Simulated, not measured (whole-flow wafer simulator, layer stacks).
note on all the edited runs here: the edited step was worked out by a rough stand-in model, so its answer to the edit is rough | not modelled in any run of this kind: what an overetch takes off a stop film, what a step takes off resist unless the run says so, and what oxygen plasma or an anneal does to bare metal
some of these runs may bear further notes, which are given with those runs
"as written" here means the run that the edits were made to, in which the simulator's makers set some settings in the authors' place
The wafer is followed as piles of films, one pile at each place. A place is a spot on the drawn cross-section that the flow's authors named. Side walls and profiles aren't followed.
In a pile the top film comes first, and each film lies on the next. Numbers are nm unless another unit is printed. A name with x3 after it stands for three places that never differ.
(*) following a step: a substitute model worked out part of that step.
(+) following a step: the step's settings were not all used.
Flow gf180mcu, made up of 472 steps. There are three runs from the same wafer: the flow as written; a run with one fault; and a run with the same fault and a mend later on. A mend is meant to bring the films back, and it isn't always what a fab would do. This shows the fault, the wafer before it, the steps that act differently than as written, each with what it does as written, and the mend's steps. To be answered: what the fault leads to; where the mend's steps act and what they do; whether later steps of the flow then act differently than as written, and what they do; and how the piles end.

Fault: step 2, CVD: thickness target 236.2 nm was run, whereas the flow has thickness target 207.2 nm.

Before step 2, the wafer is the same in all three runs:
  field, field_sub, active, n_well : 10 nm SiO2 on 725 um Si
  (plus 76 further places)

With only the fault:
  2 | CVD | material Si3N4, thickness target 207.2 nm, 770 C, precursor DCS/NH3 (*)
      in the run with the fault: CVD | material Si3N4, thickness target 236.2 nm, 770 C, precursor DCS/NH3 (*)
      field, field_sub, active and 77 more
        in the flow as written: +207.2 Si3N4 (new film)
        in the run with the fault: +236.2 Si3N4 (new film)
  Steps later in the flow that act otherwise than as written (88 more steps, not shown, differ only slightly: by at most 2% or 0.5 nm, whichever is larger):
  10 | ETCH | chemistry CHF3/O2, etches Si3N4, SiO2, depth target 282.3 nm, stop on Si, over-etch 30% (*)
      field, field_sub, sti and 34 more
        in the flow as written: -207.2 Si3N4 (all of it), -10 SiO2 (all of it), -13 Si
        in the run with the fault: -236.2 Si3N4 (all of it), -10 SiO2 (all of it), -7.23 Si
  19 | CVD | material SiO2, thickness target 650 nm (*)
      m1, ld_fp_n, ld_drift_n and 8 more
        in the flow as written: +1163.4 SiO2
        in the run with the fault: +1192.4 SiO2
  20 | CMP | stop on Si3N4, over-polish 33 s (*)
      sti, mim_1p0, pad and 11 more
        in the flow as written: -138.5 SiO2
        in the run with the fault: -109.5 SiO2
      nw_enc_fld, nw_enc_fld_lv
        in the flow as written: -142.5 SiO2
        in the run with the fault: -113.5 SiO2
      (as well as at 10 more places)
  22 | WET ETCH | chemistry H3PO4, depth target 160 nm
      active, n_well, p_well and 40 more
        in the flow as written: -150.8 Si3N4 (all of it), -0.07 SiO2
        in the run with the fault: -160.1 Si3N4
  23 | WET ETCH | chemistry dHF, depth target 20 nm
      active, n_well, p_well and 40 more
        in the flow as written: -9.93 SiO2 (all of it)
        in the run with the fault: -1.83 Si3N4
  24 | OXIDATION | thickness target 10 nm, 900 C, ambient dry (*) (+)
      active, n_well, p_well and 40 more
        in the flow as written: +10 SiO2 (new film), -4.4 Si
        in the run with the fault: nothing
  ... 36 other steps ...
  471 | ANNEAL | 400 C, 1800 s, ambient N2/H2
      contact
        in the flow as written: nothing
        in the run with the fault: under 49 films: +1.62 void (new film), -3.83 Ti, +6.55 TiSi first (new film), -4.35 Si
  At field__w8, active, n_well and 56 more, the piles at the end differ from the flow's by more than 2% or 0.5 nm, whichever is larger.
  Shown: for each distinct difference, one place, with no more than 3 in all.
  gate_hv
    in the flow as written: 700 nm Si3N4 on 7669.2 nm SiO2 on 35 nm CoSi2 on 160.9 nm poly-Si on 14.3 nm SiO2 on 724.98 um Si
    in the run with the fault: 700 nm Si3N4 on 7682.3 nm SiO2 on 35 nm CoSi2 on 160.9 nm poly-Si on 14.9 nm Si3N4 on 10 nm SiO2 on 725 um Si
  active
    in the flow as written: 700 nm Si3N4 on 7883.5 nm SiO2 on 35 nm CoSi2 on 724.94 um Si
    in the run with the fault: 700 nm Si3N4 on 7883.4 nm SiO2 on 9.59 nm Si3N4 on 10 nm SiO2 on 725 um Si
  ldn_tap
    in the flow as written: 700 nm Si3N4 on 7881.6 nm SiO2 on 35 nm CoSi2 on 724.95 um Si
    in the run with the fault: 700 nm Si3N4 on 7881.9 nm SiO2 on 11.1 nm Si3N4 on 10 nm SiO2 on 725 um Si

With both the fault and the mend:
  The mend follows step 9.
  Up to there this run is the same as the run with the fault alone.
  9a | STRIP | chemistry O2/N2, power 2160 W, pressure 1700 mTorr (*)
      active, n_well, p_well and 40 more
        -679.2 KrF resist (all of it)
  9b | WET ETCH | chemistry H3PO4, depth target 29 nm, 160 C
      field, field_sub, active and 77 more
        -29 Si3N4
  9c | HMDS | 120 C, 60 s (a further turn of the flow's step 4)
      does not change any film at any place that is followed
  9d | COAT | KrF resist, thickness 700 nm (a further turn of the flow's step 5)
      field, field_sub, active and 77 more
        +700 KrF resist (new film)
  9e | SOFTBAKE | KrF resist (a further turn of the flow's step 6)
      does not change any film at any place that is followed
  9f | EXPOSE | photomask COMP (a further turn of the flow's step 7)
      does not change any film at any place that is followed
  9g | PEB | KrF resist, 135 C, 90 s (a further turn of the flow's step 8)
      field, field_sub, active and 77 more
        -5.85 KrF resist
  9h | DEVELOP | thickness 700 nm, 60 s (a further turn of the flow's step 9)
      active, n_well, p_well and 40 more
        -14.9 KrF resist
      field, field_sub, sti and 34 more
        -694.2 KrF resist (all of it)
  Every later step of the flow that is run acts as written, at every place that is followed, to within 2% or 0.5 nm, whichever is larger.
  The piles end the same as the flow's at every place that both follow.
